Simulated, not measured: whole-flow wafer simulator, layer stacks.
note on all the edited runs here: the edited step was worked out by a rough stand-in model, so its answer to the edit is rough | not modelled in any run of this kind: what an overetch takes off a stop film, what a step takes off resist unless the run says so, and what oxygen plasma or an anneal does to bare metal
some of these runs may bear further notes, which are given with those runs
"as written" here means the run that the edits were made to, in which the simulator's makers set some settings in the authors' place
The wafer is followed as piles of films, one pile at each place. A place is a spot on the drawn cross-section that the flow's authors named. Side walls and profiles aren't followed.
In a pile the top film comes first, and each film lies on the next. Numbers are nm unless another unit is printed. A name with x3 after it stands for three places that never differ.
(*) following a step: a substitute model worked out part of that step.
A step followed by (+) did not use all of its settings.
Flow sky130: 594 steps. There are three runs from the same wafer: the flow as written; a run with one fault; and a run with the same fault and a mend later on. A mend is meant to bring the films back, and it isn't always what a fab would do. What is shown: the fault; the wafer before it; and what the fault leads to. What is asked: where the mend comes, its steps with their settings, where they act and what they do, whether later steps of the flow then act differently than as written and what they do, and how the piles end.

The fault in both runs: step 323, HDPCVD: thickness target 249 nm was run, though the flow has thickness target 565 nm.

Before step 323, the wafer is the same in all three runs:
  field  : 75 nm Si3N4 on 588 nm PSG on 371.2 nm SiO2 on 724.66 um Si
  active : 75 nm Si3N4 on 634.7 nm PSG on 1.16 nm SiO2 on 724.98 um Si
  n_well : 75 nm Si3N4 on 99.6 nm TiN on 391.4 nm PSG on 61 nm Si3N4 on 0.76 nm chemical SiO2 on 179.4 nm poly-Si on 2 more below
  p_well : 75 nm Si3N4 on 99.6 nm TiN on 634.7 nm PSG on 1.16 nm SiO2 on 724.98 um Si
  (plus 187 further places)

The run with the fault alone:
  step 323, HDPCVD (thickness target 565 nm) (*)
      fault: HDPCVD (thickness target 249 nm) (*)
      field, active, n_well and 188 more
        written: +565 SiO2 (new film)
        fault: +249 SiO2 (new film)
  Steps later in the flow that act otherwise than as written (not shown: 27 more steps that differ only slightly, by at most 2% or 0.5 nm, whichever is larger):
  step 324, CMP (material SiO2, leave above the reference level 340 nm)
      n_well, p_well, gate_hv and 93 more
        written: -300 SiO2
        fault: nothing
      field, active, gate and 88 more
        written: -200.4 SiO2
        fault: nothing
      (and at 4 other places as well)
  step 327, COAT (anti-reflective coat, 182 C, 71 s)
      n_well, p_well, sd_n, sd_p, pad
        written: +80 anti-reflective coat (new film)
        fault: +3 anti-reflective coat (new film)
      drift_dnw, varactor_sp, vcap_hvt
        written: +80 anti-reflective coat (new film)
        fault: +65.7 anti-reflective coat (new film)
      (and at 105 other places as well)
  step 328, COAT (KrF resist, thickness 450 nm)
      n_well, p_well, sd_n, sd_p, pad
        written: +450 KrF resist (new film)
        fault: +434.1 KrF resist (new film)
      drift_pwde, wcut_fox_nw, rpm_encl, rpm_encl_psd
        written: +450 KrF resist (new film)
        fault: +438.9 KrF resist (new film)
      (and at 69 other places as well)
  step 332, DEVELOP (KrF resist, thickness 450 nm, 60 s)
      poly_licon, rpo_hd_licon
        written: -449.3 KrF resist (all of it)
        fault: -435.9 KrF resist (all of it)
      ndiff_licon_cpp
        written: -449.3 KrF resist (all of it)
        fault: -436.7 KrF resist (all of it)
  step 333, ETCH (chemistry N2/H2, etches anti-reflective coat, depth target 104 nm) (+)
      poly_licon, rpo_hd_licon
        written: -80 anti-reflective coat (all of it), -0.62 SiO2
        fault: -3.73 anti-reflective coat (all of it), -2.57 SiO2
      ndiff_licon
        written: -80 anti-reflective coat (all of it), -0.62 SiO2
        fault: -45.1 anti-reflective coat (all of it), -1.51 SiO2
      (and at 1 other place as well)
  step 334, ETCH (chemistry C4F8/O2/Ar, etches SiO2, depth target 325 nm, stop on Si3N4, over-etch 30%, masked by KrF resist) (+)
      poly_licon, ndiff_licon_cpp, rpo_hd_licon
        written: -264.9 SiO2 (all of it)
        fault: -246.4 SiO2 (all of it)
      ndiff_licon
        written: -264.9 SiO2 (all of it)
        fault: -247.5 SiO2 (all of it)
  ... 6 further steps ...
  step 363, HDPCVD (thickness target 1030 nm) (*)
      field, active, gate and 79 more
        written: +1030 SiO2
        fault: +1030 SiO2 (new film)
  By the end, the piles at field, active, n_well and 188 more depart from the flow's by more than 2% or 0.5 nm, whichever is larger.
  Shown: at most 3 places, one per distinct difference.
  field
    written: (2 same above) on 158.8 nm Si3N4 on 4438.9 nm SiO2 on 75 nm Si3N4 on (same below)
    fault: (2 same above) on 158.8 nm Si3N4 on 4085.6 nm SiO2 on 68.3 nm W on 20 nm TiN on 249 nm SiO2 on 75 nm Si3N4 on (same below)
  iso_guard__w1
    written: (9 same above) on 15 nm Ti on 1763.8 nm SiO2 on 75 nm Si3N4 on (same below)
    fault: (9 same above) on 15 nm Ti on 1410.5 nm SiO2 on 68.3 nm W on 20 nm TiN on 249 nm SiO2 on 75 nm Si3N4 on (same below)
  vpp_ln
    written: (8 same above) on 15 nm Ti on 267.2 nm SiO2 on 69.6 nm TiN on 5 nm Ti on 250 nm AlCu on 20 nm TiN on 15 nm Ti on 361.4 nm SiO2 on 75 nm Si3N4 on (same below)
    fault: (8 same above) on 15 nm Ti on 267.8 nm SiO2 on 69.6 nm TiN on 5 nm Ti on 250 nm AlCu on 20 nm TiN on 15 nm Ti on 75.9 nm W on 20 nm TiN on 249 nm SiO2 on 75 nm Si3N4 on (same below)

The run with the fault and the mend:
  The mend follows step 323.
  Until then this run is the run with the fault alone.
  step 323a, HDPCVD (thickness target 316 nm) (*) (a further turn of the flow's step 323, with different settings)
      field, active, n_well and 188 more
        +316 SiO2
  Every later step of the flow that is run acts as written at every place that is followed.
  The piles end the same as the flow's at every place that both follow.
